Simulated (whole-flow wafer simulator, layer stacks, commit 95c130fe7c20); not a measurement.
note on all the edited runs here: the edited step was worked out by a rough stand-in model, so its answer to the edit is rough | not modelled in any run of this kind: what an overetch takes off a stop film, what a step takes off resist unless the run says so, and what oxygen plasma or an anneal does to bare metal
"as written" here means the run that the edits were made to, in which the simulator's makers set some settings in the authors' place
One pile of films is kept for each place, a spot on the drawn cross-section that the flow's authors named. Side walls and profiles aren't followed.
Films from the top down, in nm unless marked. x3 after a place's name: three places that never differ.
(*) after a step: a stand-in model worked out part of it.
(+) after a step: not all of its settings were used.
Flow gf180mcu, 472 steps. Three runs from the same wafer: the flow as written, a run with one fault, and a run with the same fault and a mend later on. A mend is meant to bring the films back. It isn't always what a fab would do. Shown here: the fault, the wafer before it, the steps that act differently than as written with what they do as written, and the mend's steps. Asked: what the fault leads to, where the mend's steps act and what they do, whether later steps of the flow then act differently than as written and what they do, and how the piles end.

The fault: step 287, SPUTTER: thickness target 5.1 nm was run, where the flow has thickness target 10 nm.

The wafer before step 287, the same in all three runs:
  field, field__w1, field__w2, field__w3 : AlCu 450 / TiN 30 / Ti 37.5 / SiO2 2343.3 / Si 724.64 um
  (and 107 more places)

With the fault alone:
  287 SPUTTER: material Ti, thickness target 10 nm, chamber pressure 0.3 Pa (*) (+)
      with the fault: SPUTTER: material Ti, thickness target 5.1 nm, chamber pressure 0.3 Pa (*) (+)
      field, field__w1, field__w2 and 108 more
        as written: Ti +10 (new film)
        with the fault: Ti +5.1 (new film)
  Later steps of the flow that act differently than as written (5 more steps differ only slightly, by at most 2% or 0.5 nm, whichever is larger, and aren't shown):
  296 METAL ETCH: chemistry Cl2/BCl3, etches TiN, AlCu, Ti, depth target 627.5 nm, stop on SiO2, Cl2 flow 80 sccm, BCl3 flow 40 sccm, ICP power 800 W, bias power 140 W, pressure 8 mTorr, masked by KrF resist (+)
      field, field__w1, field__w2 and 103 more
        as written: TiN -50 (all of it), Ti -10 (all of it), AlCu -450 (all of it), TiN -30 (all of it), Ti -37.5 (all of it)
        with the fault: TiN -50 (all of it), Ti -5.1 (all of it), AlCu -450 (all of it), TiN -30 (all of it), Ti -37.5 (all of it)
  At the end the piles differ from the flow's by more than 2% or 0.5 nm, whichever is larger, at field__w8, contact, m1, m1__w1, m1_nw.
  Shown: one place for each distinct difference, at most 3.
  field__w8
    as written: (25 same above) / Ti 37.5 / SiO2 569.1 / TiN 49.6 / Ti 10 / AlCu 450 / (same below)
    with the fault: (25 same above) / Ti 37.5 / SiO2 574 / TiN 49.6 / Ti 5.1 / AlCu 450 / (same below)
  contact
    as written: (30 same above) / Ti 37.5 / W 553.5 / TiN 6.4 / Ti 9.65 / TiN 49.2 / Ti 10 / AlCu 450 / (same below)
    with the fault: (30 same above) / Ti 37.5 / W 558.4 / TiN 6.39 / Ti 9.63 / TiN 49.2 / Ti 5.1 / AlCu 450 / (same below)

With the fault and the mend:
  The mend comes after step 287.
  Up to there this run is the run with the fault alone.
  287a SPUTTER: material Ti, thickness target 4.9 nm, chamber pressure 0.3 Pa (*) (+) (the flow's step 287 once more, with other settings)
      field, field__w1, field__w2 and 108 more
        Ti +4.9
  No later step of the flow acts differently than as written at any place that is followed.
  At the end the piles are the same as the flow's at every place that both follow.
